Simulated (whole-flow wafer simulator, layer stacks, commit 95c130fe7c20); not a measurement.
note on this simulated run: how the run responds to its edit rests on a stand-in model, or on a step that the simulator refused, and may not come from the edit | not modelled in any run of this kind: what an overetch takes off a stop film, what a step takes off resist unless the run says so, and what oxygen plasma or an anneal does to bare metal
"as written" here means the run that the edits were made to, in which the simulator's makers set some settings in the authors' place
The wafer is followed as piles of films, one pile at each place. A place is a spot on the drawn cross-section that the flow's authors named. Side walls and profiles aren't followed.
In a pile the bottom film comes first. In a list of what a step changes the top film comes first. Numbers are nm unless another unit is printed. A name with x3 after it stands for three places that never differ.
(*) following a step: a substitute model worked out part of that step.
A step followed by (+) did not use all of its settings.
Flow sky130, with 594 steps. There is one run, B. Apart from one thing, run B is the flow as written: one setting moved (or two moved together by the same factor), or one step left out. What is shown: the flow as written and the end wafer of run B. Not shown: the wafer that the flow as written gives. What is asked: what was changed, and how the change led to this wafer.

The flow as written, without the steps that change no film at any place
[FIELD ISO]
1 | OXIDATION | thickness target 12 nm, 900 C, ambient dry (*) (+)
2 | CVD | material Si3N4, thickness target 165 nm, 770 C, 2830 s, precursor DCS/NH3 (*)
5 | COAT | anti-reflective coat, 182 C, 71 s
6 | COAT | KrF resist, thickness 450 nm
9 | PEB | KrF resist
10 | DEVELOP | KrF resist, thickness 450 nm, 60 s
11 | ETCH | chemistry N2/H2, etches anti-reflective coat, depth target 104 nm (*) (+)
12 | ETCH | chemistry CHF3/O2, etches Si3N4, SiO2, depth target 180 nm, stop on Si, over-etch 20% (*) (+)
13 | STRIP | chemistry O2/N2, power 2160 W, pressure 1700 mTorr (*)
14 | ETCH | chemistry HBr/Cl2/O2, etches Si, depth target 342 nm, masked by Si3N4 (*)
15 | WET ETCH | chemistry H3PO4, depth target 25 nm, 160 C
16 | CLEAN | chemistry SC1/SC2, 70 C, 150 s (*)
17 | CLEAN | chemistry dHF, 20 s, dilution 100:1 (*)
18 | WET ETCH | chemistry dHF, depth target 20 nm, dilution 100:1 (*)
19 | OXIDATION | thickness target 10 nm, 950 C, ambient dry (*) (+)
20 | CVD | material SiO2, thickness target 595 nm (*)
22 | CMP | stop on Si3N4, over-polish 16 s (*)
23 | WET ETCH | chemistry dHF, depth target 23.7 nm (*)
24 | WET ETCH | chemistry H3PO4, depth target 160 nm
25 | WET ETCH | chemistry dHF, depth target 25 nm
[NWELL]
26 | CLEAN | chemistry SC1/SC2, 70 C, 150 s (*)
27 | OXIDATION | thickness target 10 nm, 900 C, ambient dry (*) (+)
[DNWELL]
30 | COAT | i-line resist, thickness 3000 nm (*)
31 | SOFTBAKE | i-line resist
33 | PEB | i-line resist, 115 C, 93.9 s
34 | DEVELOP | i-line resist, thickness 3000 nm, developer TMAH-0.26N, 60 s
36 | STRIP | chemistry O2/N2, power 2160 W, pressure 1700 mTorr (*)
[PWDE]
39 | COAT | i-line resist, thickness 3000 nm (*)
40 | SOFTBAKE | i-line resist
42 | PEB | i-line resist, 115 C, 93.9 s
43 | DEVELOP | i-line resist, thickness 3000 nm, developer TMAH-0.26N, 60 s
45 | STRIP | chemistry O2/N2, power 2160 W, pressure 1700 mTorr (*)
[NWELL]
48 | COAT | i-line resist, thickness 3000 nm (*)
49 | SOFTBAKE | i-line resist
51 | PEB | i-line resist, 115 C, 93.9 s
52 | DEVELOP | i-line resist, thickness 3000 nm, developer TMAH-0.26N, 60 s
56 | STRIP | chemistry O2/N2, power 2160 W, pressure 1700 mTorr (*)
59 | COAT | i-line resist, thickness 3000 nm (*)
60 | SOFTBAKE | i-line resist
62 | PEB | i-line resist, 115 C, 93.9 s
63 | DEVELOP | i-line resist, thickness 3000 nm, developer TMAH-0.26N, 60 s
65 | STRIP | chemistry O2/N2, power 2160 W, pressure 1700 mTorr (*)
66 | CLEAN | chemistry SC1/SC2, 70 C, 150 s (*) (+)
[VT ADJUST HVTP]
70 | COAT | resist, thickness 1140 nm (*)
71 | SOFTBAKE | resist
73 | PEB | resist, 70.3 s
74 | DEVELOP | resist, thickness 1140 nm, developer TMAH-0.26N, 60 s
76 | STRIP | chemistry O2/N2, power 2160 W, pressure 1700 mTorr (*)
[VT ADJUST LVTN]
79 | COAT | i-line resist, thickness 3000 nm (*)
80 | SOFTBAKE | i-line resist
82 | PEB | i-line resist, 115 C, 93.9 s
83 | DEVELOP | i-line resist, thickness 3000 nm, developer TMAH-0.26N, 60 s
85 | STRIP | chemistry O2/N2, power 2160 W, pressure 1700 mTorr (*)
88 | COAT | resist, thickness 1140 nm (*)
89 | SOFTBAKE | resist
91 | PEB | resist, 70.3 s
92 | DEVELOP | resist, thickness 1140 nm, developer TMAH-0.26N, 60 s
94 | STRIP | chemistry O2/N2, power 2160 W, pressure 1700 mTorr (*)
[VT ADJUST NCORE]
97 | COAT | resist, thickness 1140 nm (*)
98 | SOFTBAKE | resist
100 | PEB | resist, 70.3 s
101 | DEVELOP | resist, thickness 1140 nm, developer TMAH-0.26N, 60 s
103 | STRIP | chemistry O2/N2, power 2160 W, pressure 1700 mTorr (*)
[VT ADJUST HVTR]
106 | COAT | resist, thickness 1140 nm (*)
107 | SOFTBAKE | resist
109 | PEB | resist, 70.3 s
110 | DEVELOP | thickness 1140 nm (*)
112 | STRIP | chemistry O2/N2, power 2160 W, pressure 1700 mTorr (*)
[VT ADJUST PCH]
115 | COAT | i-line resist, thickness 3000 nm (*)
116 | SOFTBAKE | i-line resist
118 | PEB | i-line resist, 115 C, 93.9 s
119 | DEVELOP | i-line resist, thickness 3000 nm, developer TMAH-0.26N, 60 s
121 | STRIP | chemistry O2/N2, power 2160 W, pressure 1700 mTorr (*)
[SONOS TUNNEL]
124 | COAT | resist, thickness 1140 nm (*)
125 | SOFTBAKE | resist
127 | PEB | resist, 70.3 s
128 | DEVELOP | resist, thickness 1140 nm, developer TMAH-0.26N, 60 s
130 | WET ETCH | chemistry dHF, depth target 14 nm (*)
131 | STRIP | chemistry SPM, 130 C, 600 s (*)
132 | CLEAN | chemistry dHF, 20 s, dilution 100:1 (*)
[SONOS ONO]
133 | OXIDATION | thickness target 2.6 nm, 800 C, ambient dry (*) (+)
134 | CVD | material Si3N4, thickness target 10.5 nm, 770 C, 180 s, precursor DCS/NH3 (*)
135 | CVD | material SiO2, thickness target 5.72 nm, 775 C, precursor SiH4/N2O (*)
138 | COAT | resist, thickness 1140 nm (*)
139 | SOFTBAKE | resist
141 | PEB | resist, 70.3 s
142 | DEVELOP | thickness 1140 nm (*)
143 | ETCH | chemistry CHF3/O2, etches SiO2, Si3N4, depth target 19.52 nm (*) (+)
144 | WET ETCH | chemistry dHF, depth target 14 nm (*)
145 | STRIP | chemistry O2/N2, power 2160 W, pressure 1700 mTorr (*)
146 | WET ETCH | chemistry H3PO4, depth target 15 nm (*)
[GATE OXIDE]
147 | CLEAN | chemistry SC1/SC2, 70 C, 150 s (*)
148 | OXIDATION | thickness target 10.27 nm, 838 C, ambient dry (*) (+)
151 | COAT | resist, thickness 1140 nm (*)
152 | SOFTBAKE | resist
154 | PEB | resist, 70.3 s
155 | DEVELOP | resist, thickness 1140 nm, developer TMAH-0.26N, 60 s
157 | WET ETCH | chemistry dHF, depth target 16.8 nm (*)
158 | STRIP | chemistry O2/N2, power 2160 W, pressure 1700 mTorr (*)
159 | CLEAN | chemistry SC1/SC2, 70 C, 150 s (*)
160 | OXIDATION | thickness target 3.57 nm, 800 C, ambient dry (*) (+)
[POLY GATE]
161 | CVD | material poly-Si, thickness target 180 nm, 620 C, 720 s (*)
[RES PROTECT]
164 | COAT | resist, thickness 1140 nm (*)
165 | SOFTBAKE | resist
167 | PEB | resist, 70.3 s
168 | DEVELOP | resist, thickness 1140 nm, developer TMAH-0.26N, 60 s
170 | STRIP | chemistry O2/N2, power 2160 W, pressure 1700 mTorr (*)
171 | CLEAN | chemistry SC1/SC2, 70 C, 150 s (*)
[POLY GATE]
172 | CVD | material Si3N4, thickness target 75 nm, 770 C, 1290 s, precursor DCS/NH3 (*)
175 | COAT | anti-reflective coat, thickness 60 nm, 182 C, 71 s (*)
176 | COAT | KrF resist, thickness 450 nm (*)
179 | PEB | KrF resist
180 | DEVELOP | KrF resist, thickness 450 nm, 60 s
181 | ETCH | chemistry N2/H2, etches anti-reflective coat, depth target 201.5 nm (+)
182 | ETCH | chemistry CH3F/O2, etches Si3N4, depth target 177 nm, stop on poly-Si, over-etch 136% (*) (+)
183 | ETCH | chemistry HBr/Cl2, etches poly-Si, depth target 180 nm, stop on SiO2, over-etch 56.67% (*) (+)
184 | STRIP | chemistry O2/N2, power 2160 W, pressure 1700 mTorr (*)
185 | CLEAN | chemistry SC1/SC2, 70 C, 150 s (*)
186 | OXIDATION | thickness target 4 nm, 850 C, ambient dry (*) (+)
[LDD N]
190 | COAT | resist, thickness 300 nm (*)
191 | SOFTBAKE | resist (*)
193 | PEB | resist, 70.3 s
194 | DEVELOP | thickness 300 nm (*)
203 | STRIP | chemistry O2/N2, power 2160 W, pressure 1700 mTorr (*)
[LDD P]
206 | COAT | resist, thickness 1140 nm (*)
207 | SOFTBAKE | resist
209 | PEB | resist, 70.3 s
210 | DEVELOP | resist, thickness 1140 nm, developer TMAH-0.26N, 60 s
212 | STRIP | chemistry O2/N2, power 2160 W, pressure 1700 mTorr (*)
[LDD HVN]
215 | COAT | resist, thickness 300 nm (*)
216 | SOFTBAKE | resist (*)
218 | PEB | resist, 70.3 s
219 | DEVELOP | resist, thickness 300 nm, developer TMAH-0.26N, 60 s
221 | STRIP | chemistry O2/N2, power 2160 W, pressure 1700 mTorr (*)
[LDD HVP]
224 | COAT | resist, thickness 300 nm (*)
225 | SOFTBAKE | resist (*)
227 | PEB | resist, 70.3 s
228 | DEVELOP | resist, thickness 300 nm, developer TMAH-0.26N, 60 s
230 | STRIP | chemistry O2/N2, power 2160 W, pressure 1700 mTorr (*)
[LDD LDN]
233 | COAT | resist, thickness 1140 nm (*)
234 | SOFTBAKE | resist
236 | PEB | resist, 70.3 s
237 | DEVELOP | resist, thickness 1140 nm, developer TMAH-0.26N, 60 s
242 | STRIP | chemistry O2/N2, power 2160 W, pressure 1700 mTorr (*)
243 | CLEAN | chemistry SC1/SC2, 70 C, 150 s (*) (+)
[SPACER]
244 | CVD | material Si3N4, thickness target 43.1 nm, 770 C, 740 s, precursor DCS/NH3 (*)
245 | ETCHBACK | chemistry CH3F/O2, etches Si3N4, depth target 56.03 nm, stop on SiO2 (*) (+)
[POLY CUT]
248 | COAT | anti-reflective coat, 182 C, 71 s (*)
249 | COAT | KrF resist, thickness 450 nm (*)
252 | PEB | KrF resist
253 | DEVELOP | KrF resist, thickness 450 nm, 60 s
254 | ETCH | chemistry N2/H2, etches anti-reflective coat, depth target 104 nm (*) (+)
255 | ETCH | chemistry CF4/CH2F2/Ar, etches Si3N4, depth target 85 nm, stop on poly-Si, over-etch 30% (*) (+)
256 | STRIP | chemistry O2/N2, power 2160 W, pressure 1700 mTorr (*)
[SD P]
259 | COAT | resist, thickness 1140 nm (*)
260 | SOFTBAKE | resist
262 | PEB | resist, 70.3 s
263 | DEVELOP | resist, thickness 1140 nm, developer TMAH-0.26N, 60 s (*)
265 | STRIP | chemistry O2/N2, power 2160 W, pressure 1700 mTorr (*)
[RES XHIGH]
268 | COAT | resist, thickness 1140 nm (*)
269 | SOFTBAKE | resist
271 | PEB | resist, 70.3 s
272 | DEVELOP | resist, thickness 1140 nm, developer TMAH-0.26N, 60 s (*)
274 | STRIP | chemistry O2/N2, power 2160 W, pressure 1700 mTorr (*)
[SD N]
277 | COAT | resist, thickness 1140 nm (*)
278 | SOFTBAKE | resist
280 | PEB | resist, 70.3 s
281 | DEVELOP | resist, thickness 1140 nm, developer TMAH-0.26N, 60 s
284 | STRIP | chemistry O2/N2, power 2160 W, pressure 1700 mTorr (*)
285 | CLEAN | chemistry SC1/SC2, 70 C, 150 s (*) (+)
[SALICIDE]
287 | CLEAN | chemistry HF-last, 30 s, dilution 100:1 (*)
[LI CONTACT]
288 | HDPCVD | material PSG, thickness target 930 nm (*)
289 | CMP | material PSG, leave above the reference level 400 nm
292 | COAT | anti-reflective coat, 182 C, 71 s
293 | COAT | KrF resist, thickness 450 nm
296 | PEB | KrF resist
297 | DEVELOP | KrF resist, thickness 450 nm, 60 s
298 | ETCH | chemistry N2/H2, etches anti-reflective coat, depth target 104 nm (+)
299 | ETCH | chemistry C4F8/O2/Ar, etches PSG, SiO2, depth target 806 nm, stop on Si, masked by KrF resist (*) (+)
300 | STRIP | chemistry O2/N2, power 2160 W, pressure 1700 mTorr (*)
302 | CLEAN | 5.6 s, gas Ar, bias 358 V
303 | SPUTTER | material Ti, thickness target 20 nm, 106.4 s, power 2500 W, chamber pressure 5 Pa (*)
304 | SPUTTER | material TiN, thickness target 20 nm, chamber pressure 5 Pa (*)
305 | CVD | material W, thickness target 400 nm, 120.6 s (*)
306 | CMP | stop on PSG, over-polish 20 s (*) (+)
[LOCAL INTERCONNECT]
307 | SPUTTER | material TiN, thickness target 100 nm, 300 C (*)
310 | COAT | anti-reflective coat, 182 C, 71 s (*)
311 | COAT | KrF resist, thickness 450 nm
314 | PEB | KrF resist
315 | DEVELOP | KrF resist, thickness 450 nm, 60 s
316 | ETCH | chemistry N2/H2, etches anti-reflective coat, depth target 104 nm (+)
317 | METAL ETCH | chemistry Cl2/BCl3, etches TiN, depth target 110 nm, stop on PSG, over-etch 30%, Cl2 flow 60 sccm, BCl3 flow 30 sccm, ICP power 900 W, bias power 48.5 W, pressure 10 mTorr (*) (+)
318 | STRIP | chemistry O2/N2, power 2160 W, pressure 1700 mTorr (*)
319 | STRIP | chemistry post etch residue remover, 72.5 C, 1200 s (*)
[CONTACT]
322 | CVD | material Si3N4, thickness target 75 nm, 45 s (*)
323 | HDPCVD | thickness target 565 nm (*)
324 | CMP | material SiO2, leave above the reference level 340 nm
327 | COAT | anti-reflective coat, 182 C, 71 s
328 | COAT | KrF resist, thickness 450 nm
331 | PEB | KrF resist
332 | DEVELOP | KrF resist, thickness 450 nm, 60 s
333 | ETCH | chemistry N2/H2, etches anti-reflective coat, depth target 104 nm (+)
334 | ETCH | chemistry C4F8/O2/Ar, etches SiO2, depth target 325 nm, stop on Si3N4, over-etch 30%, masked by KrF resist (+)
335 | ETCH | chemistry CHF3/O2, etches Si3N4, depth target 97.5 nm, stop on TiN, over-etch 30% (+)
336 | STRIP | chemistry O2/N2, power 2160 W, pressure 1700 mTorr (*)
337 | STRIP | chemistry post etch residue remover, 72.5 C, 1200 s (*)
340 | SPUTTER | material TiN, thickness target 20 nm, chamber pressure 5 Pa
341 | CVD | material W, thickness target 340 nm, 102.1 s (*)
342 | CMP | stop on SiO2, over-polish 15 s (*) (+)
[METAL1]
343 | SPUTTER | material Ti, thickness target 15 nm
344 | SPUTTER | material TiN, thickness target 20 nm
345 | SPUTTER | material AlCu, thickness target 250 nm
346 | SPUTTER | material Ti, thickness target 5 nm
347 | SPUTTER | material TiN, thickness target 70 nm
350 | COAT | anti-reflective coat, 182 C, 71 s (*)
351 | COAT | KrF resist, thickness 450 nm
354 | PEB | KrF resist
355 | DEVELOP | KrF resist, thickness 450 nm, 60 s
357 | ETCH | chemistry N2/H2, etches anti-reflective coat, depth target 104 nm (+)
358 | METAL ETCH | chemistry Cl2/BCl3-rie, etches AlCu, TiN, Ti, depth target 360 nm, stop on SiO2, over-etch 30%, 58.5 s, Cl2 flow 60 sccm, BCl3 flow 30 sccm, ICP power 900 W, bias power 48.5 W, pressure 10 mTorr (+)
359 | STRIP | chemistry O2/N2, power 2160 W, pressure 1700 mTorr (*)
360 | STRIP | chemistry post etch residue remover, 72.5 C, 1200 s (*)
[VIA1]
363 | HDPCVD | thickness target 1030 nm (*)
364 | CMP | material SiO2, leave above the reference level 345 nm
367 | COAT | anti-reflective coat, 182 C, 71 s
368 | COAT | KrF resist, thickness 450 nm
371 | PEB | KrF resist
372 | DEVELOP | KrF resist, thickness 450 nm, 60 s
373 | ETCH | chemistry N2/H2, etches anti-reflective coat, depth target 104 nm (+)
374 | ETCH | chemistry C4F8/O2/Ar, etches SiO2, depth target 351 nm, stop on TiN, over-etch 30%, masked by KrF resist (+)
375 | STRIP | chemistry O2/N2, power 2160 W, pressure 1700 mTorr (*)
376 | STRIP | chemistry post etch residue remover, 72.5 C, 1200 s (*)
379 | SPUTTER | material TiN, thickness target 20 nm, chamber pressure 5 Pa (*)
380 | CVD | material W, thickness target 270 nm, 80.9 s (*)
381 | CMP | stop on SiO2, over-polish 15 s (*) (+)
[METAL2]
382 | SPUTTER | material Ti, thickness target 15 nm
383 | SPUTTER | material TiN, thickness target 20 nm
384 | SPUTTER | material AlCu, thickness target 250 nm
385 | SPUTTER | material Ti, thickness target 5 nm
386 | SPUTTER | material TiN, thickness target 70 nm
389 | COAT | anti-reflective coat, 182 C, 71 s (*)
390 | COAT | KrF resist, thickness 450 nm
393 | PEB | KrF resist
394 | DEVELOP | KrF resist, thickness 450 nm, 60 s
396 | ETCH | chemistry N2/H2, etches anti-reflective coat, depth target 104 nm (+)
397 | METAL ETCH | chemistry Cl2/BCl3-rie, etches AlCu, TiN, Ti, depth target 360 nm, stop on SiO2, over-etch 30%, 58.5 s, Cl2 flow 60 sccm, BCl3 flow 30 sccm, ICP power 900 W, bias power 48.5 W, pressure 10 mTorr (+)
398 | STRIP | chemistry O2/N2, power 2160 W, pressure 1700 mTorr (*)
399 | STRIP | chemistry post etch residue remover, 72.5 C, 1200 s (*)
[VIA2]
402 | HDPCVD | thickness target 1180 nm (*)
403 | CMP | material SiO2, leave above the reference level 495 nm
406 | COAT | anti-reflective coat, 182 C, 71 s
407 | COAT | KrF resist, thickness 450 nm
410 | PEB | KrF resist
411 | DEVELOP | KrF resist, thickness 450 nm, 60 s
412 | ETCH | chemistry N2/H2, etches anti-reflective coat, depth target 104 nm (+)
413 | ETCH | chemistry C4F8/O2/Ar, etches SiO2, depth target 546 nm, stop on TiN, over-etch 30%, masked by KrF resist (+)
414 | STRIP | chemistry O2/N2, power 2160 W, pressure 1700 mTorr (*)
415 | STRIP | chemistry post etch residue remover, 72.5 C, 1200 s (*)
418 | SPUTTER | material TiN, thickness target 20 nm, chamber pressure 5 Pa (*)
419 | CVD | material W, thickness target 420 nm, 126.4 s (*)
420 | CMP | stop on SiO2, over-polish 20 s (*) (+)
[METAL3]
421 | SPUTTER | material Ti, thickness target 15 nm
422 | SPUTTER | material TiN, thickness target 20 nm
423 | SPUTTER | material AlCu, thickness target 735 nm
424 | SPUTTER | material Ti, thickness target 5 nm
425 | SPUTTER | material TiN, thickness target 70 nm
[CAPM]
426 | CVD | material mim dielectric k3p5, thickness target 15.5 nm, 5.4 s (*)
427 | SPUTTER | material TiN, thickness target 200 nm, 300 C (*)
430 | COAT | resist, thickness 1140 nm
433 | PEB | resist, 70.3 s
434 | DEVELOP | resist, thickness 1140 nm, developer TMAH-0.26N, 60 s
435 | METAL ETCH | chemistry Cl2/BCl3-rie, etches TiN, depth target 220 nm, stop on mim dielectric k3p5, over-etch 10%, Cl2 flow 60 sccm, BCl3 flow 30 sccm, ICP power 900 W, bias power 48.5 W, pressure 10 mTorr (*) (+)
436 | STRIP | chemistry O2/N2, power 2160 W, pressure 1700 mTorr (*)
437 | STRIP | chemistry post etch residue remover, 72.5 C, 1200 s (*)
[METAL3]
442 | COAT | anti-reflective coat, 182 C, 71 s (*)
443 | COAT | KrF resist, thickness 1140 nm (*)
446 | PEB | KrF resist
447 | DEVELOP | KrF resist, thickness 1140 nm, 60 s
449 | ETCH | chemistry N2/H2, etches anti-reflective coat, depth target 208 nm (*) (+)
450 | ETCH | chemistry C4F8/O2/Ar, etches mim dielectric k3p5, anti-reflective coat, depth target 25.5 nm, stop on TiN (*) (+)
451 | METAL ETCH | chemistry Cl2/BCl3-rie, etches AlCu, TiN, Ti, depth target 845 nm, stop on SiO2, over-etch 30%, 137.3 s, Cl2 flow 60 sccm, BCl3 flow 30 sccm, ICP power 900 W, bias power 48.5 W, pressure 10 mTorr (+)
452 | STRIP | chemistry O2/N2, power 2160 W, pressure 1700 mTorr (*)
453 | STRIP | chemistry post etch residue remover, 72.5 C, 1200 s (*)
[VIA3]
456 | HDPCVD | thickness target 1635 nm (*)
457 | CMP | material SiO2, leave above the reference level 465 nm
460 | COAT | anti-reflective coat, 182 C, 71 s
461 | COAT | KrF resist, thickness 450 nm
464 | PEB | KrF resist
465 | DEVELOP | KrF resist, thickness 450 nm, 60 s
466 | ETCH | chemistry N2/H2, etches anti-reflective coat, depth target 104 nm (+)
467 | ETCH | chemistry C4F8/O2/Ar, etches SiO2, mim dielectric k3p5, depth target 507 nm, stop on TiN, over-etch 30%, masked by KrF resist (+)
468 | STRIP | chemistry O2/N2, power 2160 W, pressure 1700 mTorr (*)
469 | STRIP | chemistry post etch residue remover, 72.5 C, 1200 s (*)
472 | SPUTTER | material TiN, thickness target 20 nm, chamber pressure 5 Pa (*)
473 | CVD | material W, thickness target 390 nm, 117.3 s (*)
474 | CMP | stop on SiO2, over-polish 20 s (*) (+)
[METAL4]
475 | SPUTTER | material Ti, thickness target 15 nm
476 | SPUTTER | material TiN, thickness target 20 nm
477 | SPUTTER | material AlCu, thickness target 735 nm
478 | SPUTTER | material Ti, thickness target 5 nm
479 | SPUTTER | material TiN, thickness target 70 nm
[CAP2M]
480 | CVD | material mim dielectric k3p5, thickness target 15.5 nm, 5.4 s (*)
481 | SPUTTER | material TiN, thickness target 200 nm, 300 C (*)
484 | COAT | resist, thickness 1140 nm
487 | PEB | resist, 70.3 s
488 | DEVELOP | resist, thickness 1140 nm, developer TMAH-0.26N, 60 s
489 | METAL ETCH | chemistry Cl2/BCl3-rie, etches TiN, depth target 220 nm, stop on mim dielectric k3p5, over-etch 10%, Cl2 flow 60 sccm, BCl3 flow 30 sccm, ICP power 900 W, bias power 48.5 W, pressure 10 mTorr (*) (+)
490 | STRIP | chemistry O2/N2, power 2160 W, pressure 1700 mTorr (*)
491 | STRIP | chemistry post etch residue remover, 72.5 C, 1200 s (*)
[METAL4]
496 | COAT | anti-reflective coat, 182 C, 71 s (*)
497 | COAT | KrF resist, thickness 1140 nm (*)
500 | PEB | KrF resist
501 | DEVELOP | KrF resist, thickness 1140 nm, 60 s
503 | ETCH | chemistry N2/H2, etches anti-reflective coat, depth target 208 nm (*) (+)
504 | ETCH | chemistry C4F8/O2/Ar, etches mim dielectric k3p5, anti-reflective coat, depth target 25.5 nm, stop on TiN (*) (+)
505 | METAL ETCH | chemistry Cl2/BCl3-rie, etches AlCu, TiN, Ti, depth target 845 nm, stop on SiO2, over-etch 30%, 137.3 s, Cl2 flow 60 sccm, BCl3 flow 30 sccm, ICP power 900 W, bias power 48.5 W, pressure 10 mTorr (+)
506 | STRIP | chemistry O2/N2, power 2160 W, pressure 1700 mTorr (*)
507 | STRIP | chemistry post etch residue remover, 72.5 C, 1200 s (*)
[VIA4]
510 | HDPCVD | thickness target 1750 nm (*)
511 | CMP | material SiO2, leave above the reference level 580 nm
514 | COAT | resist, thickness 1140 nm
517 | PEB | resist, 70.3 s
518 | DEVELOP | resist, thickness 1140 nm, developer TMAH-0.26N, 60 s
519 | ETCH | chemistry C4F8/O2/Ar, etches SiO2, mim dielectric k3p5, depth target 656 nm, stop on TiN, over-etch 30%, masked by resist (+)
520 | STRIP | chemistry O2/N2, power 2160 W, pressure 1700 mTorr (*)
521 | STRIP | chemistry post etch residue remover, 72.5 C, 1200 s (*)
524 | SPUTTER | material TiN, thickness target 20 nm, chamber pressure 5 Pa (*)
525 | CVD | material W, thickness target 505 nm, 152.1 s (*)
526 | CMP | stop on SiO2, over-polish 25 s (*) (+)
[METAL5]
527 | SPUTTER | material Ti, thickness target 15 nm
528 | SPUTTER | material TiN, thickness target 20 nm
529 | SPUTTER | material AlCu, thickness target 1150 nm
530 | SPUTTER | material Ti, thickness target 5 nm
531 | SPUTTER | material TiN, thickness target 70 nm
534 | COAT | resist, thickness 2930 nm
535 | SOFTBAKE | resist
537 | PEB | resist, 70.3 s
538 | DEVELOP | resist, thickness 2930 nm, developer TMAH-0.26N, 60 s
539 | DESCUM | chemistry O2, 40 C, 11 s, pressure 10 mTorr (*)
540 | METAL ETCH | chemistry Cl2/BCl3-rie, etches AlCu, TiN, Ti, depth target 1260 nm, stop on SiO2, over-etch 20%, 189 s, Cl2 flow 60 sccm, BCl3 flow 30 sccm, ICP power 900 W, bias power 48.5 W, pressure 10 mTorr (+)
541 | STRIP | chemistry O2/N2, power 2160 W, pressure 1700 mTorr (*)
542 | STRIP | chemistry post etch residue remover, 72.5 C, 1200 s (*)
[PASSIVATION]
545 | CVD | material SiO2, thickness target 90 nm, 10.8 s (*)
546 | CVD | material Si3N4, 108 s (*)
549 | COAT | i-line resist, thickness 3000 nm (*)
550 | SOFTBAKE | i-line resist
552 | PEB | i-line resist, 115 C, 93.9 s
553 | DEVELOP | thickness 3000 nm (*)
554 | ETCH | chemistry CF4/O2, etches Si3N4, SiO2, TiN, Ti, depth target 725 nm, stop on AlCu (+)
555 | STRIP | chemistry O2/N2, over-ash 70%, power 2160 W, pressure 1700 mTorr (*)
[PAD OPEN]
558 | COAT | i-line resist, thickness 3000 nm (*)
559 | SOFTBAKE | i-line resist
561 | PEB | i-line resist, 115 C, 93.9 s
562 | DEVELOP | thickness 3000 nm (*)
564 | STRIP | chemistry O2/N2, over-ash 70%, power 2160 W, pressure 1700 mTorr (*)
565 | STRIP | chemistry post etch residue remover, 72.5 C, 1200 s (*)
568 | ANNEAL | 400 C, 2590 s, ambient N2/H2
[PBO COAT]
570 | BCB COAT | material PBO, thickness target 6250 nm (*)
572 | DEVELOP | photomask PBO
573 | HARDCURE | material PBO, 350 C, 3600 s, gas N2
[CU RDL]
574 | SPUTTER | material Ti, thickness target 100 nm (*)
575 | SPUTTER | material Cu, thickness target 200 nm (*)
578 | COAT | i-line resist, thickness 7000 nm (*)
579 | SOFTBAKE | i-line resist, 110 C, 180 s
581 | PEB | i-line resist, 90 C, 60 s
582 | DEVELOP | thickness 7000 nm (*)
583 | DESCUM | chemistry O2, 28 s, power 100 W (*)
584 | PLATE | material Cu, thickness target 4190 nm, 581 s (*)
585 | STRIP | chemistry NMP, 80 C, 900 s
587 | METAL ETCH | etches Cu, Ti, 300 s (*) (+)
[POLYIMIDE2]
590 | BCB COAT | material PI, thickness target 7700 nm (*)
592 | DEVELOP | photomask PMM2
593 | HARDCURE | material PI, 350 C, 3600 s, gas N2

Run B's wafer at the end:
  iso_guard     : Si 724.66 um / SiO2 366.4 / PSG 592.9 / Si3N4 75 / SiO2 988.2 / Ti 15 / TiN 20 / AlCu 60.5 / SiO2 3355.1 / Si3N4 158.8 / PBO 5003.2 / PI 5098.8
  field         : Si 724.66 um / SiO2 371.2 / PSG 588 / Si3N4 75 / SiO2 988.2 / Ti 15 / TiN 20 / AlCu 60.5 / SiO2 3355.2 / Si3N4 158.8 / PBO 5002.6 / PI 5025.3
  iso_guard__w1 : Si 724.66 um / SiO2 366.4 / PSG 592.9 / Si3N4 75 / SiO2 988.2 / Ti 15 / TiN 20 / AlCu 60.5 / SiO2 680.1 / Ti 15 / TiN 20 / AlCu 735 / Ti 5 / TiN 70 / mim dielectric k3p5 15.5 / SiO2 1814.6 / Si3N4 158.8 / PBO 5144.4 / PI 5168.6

What caused this: step 397, METAL ETCH: depth target 198 nm was run, though the flow has depth target 360 nm; step 397, METAL ETCH: 32.2 s was run, where the flow has 58.5 s.

Step by step, how the change led to this:
  397 | METAL ETCH | chemistry Cl2/BCl3-rie, etches AlCu, TiN, Ti, depth target 360 nm, stop on SiO2, over-etch 30%, 58.5 s, Cl2 flow 60 sccm, BCl3 flow 30 sccm, ICP power 900 W, bias power 48.5 W, pressure 10 mTorr (+)
      field, active, gate and 82 more: TiN loses 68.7 (all of it), Ti loses 5 (all of it), AlCu loses 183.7 (it would be, as written: TiN loses 68.7 (all of it), Ti loses 5 (all of it), AlCu loses 250 (all of it), TiN loses 20 (all of it), Ti loses 15 (all of it), SiO2 loses 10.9)
      n_well, p_well, gate_hv and 103 more: KrF resist loses 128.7 (it would be, as written: KrF resist loses 234)
  398 | STRIP | chemistry O2/N2, power 2160 W, pressure 1700 mTorr (*)
      n_well, p_well, gate_hv and 101 more: KrF resist loses 249.1 (all of it), anti-reflective coat loses 80 (all of it) (it would be, as written: KrF resist loses 143.8 (all of it), anti-reflective coat loses 80 (all of it))
      m1, via1_hole: KrF resist loses 249.2 (all of it), anti-reflective coat loses 80.4 (all of it) (it would be, as written: KrF resist loses 143.9 (all of it), anti-reflective coat loses 80.4 (all of it))
  399 | STRIP | chemistry post etch residue remover, 72.5 C, 1200 s (*)
      field, active, gate and 82 more: AlCu loses 5.72 (it would be, as written: nothing)
  402 | HDPCVD | thickness target 1180 nm (*)
      field, active, gate and 82 more: SiO2 gains 1180 (new film) (it would be, as written: SiO2 gains 1180)
  403 | CMP | material SiO2, leave above the reference level 495 nm
      field, active, gate and 82 more: SiO2 loses 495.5 (it would be, as written: SiO2 loses 389.1)
Taking metal films that touch as one body, iso_guard has 1 body; the flow as written gives 0 bodies.
Taking metal films that touch as one body, field has 1 body; the flow as written gives 0 bodies.
Taking metal films that touch as one body, iso_guard__w1 has 2 bodies (between them, from the top down: SiO2 680.1); the flow as written gives 1 body.
